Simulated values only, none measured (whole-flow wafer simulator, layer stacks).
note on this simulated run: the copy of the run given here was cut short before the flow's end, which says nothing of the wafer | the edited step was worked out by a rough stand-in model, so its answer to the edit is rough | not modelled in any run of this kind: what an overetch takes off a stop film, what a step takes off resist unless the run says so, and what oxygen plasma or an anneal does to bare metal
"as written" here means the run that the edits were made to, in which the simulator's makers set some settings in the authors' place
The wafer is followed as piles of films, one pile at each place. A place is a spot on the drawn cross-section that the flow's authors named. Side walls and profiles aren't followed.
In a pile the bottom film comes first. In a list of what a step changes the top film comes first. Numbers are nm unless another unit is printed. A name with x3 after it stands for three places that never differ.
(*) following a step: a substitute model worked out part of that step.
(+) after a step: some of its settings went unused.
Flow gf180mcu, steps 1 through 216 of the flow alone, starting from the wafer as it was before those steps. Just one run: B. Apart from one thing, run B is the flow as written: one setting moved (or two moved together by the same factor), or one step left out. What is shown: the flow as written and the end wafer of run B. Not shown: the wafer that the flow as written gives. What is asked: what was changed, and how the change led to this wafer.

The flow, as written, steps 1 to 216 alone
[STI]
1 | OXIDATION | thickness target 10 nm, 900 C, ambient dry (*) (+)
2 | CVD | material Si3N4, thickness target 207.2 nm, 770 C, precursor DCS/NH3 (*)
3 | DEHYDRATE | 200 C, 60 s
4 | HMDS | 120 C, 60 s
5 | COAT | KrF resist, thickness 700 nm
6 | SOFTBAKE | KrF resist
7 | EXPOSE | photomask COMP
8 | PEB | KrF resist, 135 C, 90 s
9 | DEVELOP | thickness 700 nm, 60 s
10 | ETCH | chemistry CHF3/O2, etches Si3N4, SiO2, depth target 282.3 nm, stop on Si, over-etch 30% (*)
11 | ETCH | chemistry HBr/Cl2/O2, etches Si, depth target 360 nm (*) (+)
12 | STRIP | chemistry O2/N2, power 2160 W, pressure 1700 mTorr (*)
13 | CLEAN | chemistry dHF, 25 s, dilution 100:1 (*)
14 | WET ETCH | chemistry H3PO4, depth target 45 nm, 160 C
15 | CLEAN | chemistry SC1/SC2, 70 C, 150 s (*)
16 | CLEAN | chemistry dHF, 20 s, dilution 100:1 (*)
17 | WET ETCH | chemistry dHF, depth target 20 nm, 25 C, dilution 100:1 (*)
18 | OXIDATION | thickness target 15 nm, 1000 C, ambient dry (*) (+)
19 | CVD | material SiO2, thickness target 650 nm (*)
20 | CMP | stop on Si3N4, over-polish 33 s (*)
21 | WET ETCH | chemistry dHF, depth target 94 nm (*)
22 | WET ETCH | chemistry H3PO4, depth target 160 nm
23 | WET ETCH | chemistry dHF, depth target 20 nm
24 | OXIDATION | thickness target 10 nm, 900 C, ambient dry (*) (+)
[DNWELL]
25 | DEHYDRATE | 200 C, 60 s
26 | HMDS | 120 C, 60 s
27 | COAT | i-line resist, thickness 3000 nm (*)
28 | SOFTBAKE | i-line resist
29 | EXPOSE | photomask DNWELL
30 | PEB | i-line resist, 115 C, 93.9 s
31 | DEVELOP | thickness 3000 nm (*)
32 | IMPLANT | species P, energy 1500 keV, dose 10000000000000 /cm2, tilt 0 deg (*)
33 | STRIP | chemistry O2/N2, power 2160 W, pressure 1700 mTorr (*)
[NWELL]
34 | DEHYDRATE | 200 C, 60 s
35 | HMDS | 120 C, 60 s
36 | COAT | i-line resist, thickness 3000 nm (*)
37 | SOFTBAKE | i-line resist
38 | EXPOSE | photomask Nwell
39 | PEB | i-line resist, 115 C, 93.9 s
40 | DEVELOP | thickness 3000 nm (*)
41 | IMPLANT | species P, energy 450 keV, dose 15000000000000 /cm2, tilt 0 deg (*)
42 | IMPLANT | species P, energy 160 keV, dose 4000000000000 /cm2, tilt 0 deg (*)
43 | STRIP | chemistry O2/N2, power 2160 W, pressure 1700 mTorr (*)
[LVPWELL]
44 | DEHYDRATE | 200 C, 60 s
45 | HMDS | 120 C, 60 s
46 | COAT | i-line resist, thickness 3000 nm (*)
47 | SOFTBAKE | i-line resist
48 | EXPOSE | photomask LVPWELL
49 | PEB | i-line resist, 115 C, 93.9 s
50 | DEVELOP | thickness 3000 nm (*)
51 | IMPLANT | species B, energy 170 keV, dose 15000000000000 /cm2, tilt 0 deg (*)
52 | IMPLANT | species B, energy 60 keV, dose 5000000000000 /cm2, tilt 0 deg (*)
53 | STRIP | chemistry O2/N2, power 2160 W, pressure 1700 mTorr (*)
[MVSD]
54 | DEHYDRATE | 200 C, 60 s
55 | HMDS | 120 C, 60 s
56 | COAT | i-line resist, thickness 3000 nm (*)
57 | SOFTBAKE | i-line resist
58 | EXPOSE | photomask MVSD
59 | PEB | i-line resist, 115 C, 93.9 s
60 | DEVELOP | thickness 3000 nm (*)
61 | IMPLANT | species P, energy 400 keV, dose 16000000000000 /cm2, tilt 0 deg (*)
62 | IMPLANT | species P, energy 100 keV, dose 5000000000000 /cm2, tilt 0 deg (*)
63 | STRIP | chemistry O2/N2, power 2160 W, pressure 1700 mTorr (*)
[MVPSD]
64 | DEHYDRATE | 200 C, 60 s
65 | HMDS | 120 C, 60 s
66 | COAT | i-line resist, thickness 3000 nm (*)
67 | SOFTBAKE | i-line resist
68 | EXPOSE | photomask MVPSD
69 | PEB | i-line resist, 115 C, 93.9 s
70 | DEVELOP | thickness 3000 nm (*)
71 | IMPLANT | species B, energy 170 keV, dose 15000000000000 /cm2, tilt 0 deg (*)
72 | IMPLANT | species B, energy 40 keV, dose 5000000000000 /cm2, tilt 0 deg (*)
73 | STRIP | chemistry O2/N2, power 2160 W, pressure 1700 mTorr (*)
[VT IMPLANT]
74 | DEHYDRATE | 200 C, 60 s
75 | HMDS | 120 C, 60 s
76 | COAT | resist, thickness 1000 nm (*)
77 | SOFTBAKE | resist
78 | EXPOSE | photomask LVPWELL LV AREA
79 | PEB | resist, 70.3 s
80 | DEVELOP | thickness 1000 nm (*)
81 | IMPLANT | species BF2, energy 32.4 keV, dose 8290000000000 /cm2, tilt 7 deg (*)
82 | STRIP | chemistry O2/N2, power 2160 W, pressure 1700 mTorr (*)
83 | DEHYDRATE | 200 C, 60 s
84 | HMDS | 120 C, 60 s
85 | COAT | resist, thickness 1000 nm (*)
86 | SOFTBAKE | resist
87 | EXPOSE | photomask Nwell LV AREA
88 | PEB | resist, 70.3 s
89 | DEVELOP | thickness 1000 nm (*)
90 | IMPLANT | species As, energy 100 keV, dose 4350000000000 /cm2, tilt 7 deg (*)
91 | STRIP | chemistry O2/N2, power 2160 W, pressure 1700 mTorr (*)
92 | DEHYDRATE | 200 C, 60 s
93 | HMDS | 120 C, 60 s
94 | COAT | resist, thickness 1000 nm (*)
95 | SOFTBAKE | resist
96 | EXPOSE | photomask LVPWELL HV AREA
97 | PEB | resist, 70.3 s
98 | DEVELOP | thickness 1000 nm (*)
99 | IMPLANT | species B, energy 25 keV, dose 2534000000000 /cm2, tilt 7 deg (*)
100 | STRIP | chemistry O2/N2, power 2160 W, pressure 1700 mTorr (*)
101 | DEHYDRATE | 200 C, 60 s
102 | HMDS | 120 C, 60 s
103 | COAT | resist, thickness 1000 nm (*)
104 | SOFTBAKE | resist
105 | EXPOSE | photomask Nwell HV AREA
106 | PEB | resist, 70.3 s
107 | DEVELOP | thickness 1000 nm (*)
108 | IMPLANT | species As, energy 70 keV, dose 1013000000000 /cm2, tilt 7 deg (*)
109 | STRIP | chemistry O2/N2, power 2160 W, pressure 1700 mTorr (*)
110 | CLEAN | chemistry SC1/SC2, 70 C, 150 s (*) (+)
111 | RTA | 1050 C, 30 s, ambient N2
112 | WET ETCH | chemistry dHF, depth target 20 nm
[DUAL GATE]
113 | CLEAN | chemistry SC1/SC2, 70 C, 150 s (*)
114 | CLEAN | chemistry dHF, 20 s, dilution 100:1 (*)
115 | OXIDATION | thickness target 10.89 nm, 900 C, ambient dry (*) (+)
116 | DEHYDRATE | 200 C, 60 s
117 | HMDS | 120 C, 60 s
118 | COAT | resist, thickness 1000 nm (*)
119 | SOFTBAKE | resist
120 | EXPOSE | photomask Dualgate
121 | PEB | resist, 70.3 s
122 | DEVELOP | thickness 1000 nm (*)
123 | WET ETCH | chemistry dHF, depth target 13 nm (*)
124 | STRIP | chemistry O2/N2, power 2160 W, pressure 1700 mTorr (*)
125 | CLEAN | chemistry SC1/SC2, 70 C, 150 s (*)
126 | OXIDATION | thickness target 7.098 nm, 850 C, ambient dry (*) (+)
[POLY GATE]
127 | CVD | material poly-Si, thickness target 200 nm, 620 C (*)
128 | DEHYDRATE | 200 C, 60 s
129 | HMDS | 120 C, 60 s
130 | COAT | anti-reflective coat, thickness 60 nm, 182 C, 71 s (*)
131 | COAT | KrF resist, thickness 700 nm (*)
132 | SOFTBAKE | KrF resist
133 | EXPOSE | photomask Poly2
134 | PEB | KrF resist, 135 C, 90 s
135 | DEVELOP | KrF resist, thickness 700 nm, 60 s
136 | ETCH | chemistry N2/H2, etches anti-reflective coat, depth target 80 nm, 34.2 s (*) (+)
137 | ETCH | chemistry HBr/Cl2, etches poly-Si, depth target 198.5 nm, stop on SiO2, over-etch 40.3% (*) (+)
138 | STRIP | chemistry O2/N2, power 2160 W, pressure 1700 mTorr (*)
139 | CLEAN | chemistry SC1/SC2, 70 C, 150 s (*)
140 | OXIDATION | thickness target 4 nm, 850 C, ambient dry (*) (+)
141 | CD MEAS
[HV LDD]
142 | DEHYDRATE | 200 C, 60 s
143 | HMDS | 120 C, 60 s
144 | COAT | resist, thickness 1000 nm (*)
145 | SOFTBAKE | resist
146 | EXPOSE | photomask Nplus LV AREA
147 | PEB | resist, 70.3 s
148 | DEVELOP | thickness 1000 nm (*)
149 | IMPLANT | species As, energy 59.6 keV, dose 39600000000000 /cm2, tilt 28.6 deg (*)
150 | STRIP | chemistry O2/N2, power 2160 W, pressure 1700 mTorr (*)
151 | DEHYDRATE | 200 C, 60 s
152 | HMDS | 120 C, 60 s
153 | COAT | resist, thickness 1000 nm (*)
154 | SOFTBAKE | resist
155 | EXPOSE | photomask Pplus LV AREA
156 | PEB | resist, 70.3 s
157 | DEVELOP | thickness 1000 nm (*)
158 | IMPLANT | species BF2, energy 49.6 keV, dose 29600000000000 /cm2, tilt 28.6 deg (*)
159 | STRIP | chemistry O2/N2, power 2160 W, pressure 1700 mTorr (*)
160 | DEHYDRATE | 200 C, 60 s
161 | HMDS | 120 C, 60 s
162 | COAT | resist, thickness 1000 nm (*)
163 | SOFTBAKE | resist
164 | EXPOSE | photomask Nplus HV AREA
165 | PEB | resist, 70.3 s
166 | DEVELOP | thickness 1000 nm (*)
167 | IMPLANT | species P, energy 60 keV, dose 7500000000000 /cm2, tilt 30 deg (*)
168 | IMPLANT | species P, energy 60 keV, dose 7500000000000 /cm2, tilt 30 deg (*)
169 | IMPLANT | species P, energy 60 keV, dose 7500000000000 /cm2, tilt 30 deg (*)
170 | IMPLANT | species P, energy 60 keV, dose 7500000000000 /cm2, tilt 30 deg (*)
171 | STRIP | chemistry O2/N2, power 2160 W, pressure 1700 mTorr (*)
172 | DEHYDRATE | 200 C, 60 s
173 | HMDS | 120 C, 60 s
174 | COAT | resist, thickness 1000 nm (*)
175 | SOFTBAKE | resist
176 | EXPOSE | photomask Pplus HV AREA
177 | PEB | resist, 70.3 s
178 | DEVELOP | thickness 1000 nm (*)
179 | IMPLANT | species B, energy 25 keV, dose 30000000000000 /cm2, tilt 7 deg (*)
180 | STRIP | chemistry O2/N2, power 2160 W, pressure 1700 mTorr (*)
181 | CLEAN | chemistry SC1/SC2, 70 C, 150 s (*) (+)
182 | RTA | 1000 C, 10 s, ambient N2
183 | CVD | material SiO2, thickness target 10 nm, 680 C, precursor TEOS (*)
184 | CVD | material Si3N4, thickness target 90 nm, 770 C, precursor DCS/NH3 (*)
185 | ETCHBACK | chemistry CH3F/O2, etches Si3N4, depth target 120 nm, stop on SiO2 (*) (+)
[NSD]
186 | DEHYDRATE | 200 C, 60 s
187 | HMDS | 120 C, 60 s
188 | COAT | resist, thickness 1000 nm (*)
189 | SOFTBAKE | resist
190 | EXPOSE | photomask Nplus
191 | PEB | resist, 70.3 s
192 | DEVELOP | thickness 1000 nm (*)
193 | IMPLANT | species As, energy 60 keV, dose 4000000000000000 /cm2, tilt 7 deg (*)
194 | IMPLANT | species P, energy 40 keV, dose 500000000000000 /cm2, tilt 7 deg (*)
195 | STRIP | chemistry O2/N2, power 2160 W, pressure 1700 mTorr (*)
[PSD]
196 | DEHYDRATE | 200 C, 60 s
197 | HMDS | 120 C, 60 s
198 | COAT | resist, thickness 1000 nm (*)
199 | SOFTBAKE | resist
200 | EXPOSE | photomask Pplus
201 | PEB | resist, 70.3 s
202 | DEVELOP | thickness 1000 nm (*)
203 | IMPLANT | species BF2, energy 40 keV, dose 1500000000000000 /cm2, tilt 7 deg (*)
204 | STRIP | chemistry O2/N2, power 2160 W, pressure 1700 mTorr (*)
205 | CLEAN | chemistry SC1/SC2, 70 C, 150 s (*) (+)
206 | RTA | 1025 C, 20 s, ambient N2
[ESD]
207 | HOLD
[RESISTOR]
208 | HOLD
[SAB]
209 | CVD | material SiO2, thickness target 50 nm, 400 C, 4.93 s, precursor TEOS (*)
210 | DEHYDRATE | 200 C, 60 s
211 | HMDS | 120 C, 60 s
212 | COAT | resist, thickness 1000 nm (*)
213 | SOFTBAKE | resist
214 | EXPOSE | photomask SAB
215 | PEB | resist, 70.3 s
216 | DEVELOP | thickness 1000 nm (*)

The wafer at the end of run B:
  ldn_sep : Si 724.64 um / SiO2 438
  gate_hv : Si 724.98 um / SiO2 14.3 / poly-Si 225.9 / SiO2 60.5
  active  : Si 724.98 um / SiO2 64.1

The reason: step 127, CVD: thickness target 228 nm was run, while the flow as written has thickness target 200 nm.

Step by step, how the change led to this:
  127 | CVD | material poly-Si, thickness target 200 nm, 620 C (*)
      field, field__w1, field__w2 and 89 more: +228 poly-Si (new film) (as written it would have been: +200 poly-Si (new film))
  137 | ETCH | chemistry HBr/Cl2, etches poly-Si, depth target 198.5 nm, stop on SiO2, over-etch 40.3% (*) (+)
      field__w3, field__w12, field_sub and 14 more: -227 poly-Si (all of it), -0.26 SiO2 (as written it would have been: -199 poly-Si (all of it), -0.4 SiO2)
      field__w6, sti, m1 and 11 more: -226.8 poly-Si (all of it), -0.26 SiO2 (as written it would have been: -198.8 poly-Si (all of it), -0.4 SiO2)
      (and at 33 other places as well)
  144 | COAT | resist, thickness 1000 nm (*)
      polyc_n, polyc_p: +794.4 resist (new film) (as written it would have been: +817.8 resist (new film))
      gate: +814.1 resist (new film) (as written it would have been: +837.3 resist (new film))
      (and at 24 other places as well)
  145 | SOFTBAKE | resist
      field__w1: +4.93 resist (as written it would have been: +4.19 resist)
      field__w6: +7.12 resist (as written it would have been: +6.03 resist)
      (and at 50 other places as well)
  148 | DEVELOP | thickness 1000 nm (*)
      gate: -799.4 resist (all of it) (as written it would have been: -822.7 resist (all of it))
      npoly_u: -799 resist (all of it) (as written it would have been: -821.5 resist (all of it))
      (and at 3 other places as well)
  150 | STRIP | chemistry O2/N2, power 2160 W, pressure 1700 mTorr (*)
      gate_hv: -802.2 resist (all of it) (as written it would have been: -824.2 resist (all of it))
      gate_p: -806 resist (all of it) (as written it would have been: -828.7 resist (all of it))
      (and at 21 other places as well)
  153 | COAT | resist, thickness 1000 nm (*)
      polyc_n, polyc_p: +794.4 resist (new film) (as written it would have been: +817.8 resist (new film))
      gate: +814.1 resist (new film) (as written it would have been: +837.3 resist (new film))
      (and at 24 other places as well)
  154 | SOFTBAKE | resist
      field__w1: +4.93 resist (as written it would have been: +4.19 resist)
      field__w6: +7.12 resist (as written it would have been: +6.03 resist)
      (and at 50 other places as well)
  157 | DEVELOP | thickness 1000 nm (*)
      gate_p: -806 resist (all of it) (as written it would have been: -828.7 resist (all of it))
      ppoly_u: -805.2 resist (all of it) (as written it would have been: -827 resist (all of it))
      (and at 3 other places as well)
  159 | STRIP | chemistry O2/N2, power 2160 W, pressure 1700 mTorr (*)
      gate: -799.4 resist (all of it) (as written it would have been: -822.7 resist (all of it))
      gate_hv: -802.2 resist (all of it) (as written it would have been: -824.2 resist (all of it))
      (and at 21 other places as well)
  162 | COAT | resist, thickness 1000 nm (*)
      polyc_n, polyc_p: +794.4 resist (new film) (as written it would have been: +817.8 resist (new film))
      gate: +814.1 resist (new film) (as written it would have been: +837.3 resist (new film))
      (and at 24 other places as well)
  163 | SOFTBAKE | resist
      field__w1: +4.93 resist (as written it would have been: +4.19 resist)
      field__w6: +7.12 resist (as written it would have been: +6.03 resist)
      (and at 50 other places as well)
  166 | DEVELOP | thickness 1000 nm (*)
      gate_hv: -802.2 resist (all of it) (as written it would have been: -824.2 resist (all of it))
      gate_nat: -836.8 resist (all of it) (as written it would have been: -854.5 resist (all of it))
      (and at 7 other places as well)
  171 | STRIP | chemistry O2/N2, power 2160 W, pressure 1700 mTorr (*)
      gate: -799.4 resist (all of it) (as written it would have been: -822.7 resist (all of it))
      gate_p: -806 resist (all of it) (as written it would have been: -828.7 resist (all of it))
      (and at 17 other places as well)
  174 | COAT | resist, thickness 1000 nm (*)
      polyc_n, polyc_p: +794.4 resist (new film) (as written it would have been: +817.8 resist (new film))
      gate: +814.1 resist (new film) (as written it would have been: +837.3 resist (new film))
      (and at 24 other places as well)
  175 | SOFTBAKE | resist
      field__w1: +4.93 resist (as written it would have been: +4.19 resist)
      field__w6: +7.12 resist (as written it would have been: +6.03 resist)
      (and at 50 other places as well)
  ... another 13 steps ...
  216 | DEVELOP | thickness 1000 nm (*)
      gate: -812.9 resist (all of it) (as written it would have been: -834.3 resist (all of it))
      gate_hv: -816.1 resist (all of it) (as written it would have been: -836.1 resist (all of it))
      (and at 18 other places as well)
